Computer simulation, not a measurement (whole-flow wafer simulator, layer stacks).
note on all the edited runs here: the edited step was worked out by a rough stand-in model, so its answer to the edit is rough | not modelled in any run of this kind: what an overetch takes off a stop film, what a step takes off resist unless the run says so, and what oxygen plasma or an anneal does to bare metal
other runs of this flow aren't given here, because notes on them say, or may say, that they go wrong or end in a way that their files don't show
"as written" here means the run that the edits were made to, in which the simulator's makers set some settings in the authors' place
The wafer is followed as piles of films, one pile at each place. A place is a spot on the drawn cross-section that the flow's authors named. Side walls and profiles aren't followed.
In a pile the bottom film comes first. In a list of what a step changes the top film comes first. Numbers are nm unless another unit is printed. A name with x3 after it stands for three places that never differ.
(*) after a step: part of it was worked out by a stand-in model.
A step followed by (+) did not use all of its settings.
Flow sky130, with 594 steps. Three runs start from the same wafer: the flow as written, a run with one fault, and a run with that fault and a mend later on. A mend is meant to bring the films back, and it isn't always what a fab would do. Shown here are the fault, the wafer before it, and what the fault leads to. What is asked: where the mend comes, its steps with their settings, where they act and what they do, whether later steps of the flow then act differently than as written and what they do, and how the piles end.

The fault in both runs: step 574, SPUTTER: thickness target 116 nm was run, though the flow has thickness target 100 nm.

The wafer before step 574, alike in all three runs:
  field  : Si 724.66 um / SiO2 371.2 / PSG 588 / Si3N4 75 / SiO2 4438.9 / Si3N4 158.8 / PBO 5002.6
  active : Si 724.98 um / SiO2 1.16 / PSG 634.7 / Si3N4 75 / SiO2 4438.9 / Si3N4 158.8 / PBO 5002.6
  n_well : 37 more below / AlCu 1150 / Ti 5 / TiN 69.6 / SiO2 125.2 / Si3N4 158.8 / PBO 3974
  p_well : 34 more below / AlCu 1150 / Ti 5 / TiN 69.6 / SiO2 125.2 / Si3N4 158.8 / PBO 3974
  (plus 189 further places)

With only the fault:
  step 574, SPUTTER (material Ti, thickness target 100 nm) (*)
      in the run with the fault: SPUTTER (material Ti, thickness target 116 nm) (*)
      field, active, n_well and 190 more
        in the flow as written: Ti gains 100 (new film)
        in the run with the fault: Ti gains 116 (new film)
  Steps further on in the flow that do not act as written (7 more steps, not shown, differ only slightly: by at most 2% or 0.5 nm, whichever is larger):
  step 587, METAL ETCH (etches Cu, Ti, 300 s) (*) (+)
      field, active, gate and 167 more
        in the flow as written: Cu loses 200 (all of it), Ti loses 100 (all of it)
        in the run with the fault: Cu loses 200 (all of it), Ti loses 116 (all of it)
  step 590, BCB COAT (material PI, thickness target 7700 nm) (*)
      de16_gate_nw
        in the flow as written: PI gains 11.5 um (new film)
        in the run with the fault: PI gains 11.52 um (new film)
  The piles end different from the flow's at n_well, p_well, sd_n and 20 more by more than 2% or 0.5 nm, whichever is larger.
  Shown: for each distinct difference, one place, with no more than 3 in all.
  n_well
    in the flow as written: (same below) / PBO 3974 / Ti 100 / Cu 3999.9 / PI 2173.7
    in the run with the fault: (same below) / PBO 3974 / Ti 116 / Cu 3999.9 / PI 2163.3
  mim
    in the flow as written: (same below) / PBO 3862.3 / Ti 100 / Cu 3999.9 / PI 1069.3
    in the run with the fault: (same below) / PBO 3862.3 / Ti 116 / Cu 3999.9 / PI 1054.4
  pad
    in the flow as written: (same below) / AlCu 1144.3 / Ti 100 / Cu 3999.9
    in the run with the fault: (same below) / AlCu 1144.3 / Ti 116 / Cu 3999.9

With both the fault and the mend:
  The mend stands after step 574.
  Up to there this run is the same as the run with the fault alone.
  step 574a, ETCH (chemistry CF4/O2, etches Si3N4, SiO2, TiN, Ti, depth target 16 nm) (the flow's step 554 again, with other settings)
      field, active, n_well and 190 more
        Ti loses 16
  None of the later steps of the flow differs from how it acts as written, at any place that is followed, by more than 2% or 0.5 nm, whichever is larger.
  At every place that both follow, the piles at the end match the flow's.
